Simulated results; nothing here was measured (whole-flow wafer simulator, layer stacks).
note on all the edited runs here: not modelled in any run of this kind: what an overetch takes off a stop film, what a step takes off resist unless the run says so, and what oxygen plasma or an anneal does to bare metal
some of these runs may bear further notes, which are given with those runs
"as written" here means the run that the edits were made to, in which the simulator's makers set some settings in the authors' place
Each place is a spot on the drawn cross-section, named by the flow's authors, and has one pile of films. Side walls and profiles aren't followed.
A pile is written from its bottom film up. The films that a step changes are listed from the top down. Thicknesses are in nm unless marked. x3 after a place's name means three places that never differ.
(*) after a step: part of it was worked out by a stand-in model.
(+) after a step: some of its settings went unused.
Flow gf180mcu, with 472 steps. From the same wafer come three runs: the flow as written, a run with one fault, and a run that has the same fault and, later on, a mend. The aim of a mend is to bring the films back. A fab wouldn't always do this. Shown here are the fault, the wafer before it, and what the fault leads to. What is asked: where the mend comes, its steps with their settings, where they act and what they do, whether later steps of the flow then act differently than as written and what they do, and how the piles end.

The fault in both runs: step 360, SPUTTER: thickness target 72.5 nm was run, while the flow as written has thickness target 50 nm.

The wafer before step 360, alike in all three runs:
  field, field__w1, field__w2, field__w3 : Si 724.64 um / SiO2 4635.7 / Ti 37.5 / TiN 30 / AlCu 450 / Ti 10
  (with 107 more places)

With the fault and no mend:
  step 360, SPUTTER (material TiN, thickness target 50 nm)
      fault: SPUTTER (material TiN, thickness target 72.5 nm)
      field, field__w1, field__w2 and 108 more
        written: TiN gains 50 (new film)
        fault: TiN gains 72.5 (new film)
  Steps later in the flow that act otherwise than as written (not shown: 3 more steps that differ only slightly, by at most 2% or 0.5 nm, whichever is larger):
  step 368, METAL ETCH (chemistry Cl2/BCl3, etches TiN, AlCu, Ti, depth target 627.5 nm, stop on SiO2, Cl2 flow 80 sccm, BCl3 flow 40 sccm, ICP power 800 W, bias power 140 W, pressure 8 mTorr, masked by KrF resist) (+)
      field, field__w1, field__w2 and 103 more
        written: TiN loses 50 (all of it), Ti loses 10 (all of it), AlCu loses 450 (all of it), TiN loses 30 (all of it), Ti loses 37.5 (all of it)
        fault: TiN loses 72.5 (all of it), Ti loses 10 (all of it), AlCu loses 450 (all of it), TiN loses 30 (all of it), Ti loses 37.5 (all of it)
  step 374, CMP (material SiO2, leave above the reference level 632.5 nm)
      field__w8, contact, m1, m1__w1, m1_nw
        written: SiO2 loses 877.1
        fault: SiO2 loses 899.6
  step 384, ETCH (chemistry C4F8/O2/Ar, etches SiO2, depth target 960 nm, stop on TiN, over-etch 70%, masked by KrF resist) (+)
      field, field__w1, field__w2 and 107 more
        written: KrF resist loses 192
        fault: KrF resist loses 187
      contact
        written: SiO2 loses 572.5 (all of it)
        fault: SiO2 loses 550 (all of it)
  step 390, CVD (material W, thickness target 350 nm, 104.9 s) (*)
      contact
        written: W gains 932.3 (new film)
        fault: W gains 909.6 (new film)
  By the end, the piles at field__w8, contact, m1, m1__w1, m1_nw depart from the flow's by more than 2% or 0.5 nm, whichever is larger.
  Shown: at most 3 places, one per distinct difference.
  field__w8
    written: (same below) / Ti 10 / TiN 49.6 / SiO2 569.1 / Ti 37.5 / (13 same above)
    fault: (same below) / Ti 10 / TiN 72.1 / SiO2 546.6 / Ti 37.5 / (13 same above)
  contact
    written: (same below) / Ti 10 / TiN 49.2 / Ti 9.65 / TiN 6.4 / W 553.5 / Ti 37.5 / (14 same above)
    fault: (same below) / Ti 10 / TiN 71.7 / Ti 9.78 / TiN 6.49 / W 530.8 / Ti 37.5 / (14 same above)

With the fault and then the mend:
  The mend follows step 367.
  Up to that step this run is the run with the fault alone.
  step 367a, STRIP (chemistry O2/N2, power 2160 W, pressure 1700 mTorr) (*)
      field__w8, contact, m1, m1__w1, m1_nw
        KrF resist loses 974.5 (all of it)
  step 367b, METAL ETCH (chemistry Cl2/BCl3, etches TiN, AlCu, Ti, depth target 22.5 nm, Cl2 flow 80 sccm, BCl3 flow 40 sccm, ICP power 800 W, bias power 140 W, pressure 8 mTorr) (the flow's step 260, run once more with other settings)
      field, field__w1, field__w2 and 108 more
        TiN loses 22.5
  step 367c, HMDS (120 C, 60 s) (the flow's step 362, run once more)
      alters no film at any place that is followed
  step 367d, COAT (KrF resist, thickness 1000 nm) (the flow's step 363, run once more)
      field, field__w1, field__w2 and 108 more
        KrF resist gains 1000 (new film)
  step 367e, SOFTBAKE (KrF resist) (the flow's step 364, run once more)
      alters no film at any place that is followed
  step 367f, EXPOSE (photomask Metal4) (the flow's step 365, run once more)
      alters no film at any place that is followed
  step 367g, PEB (KrF resist, 135 C, 90 s) (the flow's step 366, run once more)
      field, field__w1, field__w2 and 108 more
        KrF resist loses 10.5
  step 367h, DEVELOP (thickness 1000 nm, 60 s) (the flow's step 367, run once more)
      field, field__w1, field__w2 and 103 more
        KrF resist loses 989.5 (all of it)
      field__w8, contact, m1, m1__w1, m1_nw
        KrF resist loses 14.9
  Every later step of the flow that is run acts as written at every place that is followed.
  By the end, the piles equal the flow's at every place that both follow.
